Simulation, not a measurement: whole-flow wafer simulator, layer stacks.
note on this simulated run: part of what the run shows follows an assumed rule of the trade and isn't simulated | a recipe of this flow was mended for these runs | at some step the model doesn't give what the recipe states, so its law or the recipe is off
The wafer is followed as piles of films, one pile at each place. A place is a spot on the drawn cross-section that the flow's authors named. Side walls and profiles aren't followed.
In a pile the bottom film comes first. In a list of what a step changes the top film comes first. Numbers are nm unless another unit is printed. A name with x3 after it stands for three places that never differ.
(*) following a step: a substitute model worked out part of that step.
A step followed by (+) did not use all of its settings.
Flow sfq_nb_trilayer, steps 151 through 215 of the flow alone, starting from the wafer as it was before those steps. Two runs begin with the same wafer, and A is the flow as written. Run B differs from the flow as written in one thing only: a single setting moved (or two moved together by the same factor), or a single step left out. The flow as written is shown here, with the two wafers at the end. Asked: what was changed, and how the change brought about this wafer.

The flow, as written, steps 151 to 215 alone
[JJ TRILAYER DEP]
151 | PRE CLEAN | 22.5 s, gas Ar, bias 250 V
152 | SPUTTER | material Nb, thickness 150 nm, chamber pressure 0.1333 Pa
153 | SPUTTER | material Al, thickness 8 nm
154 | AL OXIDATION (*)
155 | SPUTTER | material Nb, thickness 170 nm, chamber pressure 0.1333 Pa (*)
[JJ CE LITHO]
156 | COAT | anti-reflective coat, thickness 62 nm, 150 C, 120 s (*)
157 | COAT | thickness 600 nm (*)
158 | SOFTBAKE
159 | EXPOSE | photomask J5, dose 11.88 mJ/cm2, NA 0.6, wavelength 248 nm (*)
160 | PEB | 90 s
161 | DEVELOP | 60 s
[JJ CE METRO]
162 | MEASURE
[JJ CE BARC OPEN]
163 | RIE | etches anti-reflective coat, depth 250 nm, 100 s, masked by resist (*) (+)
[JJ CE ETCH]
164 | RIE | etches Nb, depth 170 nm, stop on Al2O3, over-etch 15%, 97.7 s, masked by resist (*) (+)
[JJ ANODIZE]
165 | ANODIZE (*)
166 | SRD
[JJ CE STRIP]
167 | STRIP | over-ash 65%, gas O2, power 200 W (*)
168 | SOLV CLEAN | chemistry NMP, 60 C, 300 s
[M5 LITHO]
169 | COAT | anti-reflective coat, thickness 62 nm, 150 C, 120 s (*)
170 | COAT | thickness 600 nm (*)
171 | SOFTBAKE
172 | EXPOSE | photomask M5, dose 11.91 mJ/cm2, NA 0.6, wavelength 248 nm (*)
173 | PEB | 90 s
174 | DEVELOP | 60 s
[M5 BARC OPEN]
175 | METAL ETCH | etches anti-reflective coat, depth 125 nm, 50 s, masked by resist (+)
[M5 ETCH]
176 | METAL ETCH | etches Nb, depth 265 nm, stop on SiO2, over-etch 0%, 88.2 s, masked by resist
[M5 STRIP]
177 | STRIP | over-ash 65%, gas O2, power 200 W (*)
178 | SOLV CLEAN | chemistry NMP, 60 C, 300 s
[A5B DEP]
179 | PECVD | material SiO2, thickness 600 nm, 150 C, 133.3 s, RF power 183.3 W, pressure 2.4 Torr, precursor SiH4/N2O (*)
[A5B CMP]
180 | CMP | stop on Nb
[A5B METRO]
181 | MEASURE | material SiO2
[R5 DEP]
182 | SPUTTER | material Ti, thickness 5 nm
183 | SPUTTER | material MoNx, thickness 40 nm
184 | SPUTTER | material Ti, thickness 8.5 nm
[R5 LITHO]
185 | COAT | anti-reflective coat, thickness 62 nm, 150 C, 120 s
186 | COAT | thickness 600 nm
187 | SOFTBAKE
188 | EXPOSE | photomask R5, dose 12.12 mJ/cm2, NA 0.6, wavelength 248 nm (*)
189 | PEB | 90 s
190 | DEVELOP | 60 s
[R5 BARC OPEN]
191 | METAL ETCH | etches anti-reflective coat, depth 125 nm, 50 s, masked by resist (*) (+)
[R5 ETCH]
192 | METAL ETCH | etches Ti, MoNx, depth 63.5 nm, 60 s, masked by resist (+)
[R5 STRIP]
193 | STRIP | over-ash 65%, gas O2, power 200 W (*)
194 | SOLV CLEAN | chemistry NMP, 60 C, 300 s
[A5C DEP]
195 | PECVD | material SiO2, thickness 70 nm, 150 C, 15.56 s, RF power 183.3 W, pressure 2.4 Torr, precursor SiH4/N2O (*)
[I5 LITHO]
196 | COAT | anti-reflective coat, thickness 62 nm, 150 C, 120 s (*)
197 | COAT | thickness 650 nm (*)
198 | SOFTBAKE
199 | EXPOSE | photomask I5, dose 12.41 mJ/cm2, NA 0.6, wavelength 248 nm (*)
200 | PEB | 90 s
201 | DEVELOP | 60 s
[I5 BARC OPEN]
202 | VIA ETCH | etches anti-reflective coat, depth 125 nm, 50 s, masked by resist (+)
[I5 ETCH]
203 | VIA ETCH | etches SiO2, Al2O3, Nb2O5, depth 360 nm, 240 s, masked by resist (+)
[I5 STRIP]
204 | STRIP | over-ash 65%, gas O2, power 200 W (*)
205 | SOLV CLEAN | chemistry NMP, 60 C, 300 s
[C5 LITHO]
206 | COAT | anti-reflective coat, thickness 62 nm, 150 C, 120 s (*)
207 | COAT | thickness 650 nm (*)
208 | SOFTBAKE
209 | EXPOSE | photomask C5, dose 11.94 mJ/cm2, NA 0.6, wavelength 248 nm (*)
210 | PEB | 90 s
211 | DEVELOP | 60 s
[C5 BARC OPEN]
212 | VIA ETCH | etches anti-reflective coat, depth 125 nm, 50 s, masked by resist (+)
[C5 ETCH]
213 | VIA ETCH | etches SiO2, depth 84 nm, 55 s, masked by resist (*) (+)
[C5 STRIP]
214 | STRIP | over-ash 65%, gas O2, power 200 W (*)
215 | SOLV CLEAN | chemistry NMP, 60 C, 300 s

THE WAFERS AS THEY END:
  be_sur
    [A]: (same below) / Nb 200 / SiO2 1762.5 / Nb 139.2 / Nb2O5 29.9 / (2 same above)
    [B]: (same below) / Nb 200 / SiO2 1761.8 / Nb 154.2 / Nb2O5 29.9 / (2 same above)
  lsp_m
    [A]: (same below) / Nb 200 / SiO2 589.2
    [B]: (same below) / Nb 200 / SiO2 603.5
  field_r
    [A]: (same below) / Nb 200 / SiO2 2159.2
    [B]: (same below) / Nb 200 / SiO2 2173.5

What caused this: step 151, PRE CLEAN: bias 275 V was run, though the flow has bias 250 V; step 152, SPUTTER: thickness 165 nm was run, where the flow has thickness 150 nm.

Step by step, how the change led to this:
  151 | PRE CLEAN | 22.5 s, gas Ar, bias 250 V
      field_l, v_sur, via_sp and 100 more: A SiO2 loses 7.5 | B SiO2 loses 8.2
      via_wl, via_w, via_wr: A Nb loses 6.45 | B Nb loses 7.29
  152 | SPUTTER | material Nb, thickness 150 nm, chamber pressure 0.1333 Pa
      field_l, v_sur, via_sp and 100 more: A Nb gains 150 (new film) | B Nb gains 165 (new film)
      via_wl, via_w, via_wr: A Nb gains 129.8 | B Nb gains 142.7
  156 | COAT | anti-reflective coat, thickness 62 nm, 150 C, 120 s (*)
      via_wl, via_wr: A anti-reflective coat gains 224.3 (new film) | B anti-reflective coat gains 230.2 (new film)
      via_w: A anti-reflective coat gains 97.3 (new film) | B anti-reflective coat gains 99.5 (new film)
  163 | RIE | etches anti-reflective coat, depth 250 nm, 100 s, masked by resist (*) (+)
      via_wl, via_wr: A anti-reflective coat loses 224.3 (all of it) | B anti-reflective coat loses 230.2 (all of it)
      via_w: A anti-reflective coat loses 97.3 (all of it) | B anti-reflective coat loses 99.5 (all of it)
  169 | COAT | anti-reflective coat, thickness 62 nm, 150 C, 120 s (*)
      ce_l: A anti-reflective coat gains 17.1 (new film) | B anti-reflective coat gains 16.5 (new film)
  176 | METAL ETCH | etches Nb, depth 265 nm, stop on SiO2, over-etch 0%, 88.2 s, masked by resist
      field_l, res, r_end and 47 more: A Al2O3 loses 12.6 (all of it), Nb2O5 loses 29.9 (all of it), Nb loses 139.2 (all of it), SiO2 loses 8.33 | B Al2O3 loses 12.6 (all of it), Nb2O5 loses 29.9 (all of it), Nb loses 154.2 (all of it), SiO2 loses 6.83
      r_sur, wl_a_sl, wl_a_m6: A Al2O3 loses 12.5 (all of it), Nb2O5 loses 29.9 (all of it), Nb loses 139.2 (all of it), SiO2 loses 8.33 | B Al2O3 loses 12.5 (all of it), Nb2O5 loses 29.9 (all of it), Nb loses 154.2 (all of it), SiO2 loses 6.83
  177 | STRIP | over-ash 65%, gas O2, power 200 W (*)
      ce_l: A KrF-resist-other-grade loses 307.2 (all of it), anti-reflective coat loses 17.1 (all of it) | B KrF-resist-other-grade loses 307.6 (all of it), anti-reflective coat loses 16.5 (all of it)
  180 | CMP | stop on Nb
      field_l, p4_fl x5, p4_w1 x9 and 27 more: A SiO2 loses 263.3 | B SiO2 loses 249.8
      r_sur, res, r_end, moat, field_r, lsp_l: A SiO2 loses 256.4 | B SiO2 loses 242.4
      (also at 5 further places)
